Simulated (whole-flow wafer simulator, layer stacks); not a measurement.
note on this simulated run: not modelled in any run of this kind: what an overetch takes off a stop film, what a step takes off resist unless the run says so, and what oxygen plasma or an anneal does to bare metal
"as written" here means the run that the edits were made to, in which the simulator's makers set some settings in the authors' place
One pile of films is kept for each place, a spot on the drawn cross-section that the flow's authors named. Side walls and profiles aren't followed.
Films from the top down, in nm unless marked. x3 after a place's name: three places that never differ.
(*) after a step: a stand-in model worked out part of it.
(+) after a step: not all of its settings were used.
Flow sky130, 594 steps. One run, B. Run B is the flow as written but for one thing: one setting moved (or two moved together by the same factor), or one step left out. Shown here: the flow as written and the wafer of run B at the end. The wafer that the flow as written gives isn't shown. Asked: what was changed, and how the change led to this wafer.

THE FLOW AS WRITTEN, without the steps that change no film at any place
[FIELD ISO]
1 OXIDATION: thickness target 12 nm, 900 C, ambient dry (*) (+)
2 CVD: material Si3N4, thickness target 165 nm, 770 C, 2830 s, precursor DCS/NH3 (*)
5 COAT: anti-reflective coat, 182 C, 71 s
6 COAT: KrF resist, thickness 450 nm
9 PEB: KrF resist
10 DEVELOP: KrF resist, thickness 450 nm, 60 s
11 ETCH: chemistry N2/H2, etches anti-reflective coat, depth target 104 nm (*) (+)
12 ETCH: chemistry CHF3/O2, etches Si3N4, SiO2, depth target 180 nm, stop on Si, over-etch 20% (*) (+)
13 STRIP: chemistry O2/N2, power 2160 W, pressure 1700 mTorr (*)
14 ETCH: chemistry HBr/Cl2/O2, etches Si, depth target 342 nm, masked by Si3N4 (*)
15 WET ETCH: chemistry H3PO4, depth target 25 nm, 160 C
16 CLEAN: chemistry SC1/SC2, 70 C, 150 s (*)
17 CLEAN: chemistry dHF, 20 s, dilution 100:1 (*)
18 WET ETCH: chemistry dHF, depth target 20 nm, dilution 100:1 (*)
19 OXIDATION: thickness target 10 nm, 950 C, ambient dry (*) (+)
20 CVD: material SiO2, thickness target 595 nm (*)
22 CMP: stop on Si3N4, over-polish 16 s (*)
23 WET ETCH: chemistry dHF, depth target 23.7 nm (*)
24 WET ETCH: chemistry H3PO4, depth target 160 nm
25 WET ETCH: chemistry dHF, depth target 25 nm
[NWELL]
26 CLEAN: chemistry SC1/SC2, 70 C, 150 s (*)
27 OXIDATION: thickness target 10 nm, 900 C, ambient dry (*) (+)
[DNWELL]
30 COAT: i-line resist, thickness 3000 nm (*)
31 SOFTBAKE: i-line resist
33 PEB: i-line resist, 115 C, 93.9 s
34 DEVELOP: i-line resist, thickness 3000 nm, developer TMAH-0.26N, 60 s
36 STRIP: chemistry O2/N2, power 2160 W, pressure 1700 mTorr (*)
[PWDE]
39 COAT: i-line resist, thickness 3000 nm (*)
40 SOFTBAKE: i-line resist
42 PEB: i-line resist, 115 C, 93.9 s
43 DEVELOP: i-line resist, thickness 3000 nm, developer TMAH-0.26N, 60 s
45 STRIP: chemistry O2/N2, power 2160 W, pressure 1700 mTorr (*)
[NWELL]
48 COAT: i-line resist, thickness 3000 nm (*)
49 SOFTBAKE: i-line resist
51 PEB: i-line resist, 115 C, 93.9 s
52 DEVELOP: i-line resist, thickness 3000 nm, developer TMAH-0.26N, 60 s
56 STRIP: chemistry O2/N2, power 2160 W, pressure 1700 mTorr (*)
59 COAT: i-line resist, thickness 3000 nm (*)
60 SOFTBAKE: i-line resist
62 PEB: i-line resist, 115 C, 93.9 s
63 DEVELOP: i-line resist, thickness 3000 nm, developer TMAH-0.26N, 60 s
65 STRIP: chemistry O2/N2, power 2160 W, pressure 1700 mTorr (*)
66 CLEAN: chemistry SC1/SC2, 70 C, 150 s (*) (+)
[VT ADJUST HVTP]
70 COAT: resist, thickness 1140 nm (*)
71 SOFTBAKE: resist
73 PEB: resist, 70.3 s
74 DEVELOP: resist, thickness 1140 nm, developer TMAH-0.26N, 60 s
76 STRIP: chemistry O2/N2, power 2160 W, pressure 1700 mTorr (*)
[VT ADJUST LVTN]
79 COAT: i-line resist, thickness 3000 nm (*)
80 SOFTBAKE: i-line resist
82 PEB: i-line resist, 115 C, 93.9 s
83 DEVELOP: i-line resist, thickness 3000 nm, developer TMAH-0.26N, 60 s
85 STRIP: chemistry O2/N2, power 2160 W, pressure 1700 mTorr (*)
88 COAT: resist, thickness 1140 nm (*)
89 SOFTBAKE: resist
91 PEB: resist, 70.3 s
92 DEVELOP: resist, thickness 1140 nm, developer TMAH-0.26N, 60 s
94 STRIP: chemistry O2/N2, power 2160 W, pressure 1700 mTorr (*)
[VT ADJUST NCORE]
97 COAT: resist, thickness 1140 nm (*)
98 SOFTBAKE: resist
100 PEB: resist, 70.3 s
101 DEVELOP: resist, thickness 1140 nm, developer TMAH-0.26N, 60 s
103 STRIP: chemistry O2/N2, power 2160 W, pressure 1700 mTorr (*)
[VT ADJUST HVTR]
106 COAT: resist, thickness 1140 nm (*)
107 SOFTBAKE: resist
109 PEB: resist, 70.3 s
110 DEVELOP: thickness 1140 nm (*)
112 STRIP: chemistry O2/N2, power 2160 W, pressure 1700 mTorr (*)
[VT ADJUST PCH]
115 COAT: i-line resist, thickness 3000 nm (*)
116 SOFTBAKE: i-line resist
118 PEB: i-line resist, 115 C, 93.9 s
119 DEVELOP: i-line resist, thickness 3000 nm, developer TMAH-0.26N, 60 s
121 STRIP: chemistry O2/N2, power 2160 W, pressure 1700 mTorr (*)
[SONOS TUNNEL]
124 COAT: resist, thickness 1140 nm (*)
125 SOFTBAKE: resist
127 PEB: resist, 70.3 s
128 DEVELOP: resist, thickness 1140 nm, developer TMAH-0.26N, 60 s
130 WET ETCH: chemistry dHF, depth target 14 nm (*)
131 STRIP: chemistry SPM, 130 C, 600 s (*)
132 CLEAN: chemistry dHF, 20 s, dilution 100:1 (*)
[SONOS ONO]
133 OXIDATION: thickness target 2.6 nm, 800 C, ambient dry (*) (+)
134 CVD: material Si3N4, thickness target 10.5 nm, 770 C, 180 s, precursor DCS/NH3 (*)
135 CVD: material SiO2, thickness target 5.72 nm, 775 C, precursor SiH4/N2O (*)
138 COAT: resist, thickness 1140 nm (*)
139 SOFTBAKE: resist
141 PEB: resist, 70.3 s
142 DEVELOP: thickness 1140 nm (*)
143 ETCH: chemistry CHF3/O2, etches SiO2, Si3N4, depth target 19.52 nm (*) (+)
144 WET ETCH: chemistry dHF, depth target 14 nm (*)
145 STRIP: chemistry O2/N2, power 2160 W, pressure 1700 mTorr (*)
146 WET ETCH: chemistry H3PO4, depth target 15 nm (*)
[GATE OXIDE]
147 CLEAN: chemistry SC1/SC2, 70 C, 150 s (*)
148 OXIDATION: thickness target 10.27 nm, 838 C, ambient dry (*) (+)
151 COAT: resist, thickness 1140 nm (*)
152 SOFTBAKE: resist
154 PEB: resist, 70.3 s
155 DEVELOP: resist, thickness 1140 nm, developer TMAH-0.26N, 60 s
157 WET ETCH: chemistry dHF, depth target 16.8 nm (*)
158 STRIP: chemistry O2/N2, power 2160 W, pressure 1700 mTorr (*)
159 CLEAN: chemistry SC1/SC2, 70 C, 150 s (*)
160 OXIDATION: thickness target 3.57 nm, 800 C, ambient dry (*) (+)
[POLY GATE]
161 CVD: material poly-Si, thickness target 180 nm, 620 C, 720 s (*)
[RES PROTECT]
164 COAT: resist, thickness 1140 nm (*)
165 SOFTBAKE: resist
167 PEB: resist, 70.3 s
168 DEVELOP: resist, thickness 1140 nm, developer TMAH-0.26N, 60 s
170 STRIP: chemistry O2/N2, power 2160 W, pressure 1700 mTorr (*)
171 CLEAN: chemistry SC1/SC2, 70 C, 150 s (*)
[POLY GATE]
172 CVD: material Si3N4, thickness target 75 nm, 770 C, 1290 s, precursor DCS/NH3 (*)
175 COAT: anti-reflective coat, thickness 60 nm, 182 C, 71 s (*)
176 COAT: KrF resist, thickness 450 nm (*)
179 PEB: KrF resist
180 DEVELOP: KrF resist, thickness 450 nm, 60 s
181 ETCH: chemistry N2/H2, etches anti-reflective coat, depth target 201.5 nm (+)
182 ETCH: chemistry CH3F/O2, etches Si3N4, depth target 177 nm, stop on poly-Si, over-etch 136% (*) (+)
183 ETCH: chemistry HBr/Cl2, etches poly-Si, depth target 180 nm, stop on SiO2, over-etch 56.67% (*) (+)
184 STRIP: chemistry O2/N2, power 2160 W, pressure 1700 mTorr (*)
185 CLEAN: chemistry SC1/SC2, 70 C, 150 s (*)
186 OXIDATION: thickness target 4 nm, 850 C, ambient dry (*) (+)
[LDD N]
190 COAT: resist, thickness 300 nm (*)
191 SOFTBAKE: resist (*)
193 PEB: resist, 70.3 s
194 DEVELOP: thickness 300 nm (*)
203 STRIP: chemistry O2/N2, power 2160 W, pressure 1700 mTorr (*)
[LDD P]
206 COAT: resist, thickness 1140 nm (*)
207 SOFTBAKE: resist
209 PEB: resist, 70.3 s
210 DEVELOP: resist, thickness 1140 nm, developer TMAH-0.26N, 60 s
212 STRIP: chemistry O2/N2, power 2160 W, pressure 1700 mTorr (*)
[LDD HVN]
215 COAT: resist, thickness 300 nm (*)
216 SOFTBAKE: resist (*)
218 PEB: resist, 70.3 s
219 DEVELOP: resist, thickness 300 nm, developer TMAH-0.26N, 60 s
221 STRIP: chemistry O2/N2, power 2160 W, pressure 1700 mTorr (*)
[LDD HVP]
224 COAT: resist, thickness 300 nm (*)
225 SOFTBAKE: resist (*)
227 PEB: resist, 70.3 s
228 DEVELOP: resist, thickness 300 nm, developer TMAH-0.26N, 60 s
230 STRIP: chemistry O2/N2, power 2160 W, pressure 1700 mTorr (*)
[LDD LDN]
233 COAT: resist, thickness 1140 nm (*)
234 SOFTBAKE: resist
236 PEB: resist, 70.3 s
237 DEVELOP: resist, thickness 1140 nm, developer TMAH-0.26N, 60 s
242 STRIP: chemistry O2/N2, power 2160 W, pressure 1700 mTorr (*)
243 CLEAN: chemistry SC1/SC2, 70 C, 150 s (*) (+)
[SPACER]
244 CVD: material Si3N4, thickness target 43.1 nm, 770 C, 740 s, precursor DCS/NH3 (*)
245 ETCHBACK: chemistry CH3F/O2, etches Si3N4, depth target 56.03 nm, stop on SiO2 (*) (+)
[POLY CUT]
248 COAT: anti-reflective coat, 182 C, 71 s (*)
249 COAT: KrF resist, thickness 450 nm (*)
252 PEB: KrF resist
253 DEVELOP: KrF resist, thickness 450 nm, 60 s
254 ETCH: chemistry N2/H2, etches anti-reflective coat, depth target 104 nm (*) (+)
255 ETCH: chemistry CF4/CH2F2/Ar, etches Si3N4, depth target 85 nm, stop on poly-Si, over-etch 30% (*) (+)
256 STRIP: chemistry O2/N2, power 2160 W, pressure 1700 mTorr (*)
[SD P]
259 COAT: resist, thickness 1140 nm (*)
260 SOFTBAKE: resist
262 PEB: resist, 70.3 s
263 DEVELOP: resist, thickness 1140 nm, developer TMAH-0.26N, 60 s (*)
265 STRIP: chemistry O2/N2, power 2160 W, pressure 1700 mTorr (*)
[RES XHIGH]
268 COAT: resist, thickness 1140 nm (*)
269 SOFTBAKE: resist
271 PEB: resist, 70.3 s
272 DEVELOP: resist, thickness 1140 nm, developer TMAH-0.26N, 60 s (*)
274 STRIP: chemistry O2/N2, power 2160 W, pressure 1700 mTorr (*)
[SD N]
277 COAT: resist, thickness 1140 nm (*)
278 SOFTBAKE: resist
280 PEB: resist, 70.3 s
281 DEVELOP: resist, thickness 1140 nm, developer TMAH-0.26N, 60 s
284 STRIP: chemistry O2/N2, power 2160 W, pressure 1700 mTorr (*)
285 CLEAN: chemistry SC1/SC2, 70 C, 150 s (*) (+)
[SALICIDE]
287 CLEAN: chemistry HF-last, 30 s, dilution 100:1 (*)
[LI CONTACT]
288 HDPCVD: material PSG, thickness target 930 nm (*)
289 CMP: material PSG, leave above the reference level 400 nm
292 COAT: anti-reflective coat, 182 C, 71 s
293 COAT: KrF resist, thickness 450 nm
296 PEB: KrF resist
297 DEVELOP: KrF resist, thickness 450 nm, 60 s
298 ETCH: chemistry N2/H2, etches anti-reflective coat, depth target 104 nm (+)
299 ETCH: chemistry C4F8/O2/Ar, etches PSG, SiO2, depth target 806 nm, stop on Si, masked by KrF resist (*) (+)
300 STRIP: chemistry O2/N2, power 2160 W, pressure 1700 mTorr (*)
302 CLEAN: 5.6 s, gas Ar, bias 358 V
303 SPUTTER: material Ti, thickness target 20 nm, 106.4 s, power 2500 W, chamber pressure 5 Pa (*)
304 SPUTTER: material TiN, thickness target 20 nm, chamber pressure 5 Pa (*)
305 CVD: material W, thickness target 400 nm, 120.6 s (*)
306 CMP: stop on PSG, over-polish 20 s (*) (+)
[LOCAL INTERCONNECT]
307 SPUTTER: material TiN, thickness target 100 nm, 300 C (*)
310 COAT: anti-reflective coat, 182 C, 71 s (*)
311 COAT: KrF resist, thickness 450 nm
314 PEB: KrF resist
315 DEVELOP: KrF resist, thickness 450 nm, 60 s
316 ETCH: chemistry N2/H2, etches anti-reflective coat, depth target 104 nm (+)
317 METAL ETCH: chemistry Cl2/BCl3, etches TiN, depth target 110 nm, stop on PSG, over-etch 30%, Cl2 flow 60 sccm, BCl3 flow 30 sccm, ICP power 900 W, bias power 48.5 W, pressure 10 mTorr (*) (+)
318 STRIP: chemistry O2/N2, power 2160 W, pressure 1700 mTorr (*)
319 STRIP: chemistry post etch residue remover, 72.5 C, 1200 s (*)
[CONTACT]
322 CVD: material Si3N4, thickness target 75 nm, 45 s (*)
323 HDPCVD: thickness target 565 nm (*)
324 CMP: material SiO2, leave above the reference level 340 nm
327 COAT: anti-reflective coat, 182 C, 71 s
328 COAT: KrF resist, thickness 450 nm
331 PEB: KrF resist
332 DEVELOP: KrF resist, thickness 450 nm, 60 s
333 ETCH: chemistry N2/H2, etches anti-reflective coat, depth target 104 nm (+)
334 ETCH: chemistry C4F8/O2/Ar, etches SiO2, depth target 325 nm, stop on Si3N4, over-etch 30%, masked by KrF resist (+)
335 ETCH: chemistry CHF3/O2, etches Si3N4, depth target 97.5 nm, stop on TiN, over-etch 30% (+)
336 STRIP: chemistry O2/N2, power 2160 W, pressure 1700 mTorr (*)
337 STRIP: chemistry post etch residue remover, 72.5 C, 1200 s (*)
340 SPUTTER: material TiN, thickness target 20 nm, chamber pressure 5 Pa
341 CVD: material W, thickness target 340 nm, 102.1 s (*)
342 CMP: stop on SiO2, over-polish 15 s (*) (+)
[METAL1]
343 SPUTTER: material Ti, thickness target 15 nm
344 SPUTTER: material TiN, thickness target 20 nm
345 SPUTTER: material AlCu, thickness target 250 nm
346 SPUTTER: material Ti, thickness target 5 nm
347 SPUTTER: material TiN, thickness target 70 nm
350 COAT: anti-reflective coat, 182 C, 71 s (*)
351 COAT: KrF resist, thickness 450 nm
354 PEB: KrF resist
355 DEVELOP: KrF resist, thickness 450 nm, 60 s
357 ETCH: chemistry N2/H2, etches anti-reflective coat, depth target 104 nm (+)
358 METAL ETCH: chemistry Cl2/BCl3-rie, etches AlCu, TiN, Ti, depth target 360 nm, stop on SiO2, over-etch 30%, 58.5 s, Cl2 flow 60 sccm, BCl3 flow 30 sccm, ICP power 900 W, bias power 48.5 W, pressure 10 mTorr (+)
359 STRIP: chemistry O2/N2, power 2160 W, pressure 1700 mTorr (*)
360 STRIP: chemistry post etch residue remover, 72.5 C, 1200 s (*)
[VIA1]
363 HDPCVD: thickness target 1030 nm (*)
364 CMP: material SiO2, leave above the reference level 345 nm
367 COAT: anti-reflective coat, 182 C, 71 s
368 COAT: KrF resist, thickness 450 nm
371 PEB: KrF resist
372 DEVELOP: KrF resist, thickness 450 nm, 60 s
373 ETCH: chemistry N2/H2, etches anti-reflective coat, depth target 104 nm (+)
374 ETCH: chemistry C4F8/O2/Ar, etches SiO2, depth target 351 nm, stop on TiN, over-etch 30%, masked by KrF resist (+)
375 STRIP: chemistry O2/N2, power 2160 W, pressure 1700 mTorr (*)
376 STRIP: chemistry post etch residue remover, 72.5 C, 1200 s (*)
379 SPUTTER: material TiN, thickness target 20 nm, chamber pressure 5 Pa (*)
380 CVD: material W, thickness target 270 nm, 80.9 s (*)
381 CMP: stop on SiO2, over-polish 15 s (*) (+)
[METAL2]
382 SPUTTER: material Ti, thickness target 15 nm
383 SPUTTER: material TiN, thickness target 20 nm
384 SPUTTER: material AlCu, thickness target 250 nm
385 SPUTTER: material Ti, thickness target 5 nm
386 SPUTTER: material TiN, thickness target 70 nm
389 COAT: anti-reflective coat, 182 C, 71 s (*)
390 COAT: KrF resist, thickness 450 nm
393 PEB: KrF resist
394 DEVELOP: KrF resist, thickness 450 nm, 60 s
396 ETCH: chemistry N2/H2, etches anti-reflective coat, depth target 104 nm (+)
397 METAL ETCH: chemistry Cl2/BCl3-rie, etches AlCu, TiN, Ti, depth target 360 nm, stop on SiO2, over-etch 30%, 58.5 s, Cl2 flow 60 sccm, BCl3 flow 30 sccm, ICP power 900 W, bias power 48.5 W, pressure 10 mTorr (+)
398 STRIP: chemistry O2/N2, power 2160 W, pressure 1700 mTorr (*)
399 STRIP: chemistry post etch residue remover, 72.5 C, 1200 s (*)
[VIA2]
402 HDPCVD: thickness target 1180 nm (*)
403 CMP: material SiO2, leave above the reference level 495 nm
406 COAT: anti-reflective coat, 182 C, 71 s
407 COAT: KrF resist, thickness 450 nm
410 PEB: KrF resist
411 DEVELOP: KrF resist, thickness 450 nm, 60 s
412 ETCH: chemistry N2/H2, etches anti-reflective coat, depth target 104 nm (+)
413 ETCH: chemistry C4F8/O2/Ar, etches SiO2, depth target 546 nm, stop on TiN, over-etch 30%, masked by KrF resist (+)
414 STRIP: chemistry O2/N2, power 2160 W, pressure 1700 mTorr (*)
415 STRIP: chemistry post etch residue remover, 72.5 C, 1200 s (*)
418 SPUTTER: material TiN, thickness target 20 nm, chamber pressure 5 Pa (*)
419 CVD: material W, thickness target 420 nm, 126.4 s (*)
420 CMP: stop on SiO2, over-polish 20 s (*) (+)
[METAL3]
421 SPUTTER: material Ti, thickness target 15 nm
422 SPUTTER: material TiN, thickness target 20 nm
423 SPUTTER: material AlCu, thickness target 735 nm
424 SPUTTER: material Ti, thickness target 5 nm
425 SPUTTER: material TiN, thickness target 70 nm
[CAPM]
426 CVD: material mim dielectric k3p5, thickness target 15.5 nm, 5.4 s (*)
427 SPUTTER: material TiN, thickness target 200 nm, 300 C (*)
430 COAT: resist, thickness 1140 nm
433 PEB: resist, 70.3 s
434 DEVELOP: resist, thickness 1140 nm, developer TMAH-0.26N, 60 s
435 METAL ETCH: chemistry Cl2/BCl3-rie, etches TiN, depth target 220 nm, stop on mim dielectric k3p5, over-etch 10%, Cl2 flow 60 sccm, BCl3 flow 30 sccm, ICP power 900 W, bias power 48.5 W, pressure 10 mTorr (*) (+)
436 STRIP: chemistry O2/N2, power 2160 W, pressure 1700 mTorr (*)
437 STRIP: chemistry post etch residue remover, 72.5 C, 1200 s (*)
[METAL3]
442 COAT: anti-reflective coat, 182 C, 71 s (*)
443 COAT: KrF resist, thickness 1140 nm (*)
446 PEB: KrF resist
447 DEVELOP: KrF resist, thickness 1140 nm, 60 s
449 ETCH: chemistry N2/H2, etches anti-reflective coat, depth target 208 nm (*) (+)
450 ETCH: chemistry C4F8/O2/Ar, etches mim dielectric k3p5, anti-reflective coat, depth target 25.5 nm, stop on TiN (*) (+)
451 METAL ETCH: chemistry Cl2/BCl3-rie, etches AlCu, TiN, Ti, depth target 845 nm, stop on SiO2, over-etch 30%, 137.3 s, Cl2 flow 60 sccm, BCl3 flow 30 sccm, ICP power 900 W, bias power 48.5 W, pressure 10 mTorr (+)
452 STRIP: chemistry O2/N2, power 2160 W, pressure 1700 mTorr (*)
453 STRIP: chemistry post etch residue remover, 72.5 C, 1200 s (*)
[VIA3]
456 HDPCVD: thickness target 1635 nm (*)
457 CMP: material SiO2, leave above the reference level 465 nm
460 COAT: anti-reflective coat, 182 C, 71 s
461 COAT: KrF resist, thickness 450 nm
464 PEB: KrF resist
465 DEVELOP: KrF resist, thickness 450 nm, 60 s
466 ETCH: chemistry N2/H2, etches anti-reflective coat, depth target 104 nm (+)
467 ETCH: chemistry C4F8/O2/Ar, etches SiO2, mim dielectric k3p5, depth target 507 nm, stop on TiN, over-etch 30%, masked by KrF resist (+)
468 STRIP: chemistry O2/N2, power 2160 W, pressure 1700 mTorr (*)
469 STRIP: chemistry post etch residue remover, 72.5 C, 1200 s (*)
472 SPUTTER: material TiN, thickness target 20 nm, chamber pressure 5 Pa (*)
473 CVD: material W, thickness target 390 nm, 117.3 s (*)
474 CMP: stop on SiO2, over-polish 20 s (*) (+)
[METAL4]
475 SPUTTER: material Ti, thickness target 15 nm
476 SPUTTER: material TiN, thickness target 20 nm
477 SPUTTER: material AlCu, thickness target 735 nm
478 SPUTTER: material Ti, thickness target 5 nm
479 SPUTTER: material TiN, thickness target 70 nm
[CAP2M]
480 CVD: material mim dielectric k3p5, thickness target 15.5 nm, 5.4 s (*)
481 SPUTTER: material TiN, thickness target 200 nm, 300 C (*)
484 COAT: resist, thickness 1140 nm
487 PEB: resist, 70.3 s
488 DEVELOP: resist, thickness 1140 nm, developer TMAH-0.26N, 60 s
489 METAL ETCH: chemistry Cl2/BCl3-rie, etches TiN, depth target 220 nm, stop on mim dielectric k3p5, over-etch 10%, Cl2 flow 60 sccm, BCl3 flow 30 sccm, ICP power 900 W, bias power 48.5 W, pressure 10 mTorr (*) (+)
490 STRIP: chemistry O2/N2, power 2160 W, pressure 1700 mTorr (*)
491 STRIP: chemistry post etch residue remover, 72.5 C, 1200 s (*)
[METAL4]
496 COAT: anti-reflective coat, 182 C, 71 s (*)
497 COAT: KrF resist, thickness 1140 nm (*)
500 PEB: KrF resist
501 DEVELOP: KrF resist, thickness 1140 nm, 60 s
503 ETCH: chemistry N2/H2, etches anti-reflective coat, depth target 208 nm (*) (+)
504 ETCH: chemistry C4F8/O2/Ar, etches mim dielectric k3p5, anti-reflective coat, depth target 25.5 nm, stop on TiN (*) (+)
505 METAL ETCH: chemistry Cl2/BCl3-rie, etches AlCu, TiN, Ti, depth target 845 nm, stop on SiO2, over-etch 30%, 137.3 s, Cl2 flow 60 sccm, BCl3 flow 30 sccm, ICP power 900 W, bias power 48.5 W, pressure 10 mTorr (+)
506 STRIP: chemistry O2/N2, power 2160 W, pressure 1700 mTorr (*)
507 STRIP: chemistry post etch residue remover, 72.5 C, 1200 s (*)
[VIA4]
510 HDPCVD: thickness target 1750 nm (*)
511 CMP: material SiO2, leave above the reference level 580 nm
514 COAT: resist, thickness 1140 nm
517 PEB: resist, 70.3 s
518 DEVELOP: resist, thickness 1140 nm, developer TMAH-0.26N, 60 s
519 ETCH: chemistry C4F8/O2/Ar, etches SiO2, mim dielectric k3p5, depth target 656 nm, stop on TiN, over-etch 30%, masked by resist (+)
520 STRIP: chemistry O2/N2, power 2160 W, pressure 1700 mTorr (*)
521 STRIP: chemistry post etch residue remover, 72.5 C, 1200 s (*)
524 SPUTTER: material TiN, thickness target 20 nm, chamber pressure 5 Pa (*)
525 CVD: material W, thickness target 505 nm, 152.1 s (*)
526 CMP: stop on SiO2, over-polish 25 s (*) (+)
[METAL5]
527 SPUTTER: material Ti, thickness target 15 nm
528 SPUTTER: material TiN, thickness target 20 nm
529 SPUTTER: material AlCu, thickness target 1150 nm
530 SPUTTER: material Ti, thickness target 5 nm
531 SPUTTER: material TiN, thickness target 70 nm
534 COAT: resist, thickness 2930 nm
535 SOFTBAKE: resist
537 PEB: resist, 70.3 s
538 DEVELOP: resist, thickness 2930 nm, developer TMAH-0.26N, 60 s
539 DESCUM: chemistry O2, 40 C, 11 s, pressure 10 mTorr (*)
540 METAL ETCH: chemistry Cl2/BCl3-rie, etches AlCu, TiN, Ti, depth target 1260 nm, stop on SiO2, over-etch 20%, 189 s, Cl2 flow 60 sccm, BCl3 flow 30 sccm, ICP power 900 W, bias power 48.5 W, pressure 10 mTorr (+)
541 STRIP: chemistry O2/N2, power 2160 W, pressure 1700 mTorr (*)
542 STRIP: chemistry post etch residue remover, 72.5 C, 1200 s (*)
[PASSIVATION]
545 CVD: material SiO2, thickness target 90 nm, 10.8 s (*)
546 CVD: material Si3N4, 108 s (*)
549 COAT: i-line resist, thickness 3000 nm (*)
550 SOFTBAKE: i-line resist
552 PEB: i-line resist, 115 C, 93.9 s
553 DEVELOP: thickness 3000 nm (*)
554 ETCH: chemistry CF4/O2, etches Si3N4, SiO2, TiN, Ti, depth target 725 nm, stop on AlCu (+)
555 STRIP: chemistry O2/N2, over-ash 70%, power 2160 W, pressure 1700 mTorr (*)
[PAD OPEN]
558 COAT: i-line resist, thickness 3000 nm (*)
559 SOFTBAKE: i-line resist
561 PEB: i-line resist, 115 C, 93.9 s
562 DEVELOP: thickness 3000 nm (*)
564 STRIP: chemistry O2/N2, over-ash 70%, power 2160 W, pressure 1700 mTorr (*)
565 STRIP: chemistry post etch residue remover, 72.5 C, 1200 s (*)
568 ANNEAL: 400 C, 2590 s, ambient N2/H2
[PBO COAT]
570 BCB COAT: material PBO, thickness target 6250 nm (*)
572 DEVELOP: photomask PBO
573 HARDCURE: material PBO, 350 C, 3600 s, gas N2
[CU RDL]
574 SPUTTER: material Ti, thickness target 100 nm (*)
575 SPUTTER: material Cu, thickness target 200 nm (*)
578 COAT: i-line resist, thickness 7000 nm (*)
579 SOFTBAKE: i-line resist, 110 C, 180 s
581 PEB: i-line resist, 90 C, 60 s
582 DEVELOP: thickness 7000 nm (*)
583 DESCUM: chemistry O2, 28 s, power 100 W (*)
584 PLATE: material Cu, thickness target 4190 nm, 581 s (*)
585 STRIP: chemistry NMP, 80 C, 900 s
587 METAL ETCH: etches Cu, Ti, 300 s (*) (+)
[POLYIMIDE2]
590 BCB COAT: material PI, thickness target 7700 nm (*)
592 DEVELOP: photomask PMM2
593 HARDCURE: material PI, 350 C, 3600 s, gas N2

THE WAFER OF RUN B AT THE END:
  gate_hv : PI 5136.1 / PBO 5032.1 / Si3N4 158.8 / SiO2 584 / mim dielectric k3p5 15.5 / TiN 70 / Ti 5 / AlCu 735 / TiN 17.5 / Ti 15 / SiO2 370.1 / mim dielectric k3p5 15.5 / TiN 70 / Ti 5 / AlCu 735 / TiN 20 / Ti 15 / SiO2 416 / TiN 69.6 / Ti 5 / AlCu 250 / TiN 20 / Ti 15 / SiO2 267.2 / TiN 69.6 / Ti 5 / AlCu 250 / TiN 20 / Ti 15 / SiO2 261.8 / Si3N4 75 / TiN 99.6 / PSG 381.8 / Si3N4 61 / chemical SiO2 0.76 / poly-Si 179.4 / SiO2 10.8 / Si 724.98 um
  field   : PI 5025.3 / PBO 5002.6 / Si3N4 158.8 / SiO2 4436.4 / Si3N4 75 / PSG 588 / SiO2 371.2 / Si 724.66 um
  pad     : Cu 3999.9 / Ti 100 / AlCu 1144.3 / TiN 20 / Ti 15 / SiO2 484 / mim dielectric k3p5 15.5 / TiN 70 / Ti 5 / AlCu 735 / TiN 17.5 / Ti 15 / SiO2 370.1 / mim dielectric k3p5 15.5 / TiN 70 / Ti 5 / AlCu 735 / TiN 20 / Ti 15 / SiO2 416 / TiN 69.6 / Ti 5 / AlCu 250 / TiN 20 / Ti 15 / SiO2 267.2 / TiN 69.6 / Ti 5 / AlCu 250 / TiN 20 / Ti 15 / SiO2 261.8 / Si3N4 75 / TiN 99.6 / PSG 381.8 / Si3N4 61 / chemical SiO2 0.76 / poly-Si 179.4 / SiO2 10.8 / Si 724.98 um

The cause: step 476, SPUTTER: thickness target 17.5 nm was run, where the flow has thickness target 20 nm.
It can be read off the wafer: gate_hv has TiN 17.5, and step 476 as written asks for 20 nm.

How the change led to this, step by step:
  476 SPUTTER: material TiN, thickness target 20 nm
      field, active, n_well and 189 more: TiN +17.5 (new film) (as written it would be: TiN +20 (new film))
  505 METAL ETCH: chemistry Cl2/BCl3-rie, etches AlCu, TiN, Ti, depth target 845 nm, stop on SiO2, over-etch 30%, 137.3 s, Cl2 flow 60 sccm, BCl3 flow 30 sccm, ICP power 900 W, bias power 48.5 W, pressure 10 mTorr (+)
      field, gate, spacer and 68 more: TiN -70 (all of it), Ti -5 (all of it), AlCu -735 (all of it), TiN -17.5 (all of it), Ti -15 (all of it), SiO2 -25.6 (as written it would be: TiN -70 (all of it), Ti -5 (all of it), AlCu -735 (all of it), TiN -20 (all of it), Ti -15 (all of it), SiO2 -25.4)
      active, vpp_iso1, mim_edge_plate and 14 more: TiN -70 (all of it), Ti -5 (all of it), AlCu -735 (all of it), TiN -17.5 (all of it), Ti -15 (all of it), SiO2 -25.6 (as written it would be: TiN -70 (all of it), Ti -5 (all of it), AlCu -735 (all of it), TiN -20 (all of it), Ti -15 (all of it), SiO2 -25.3)
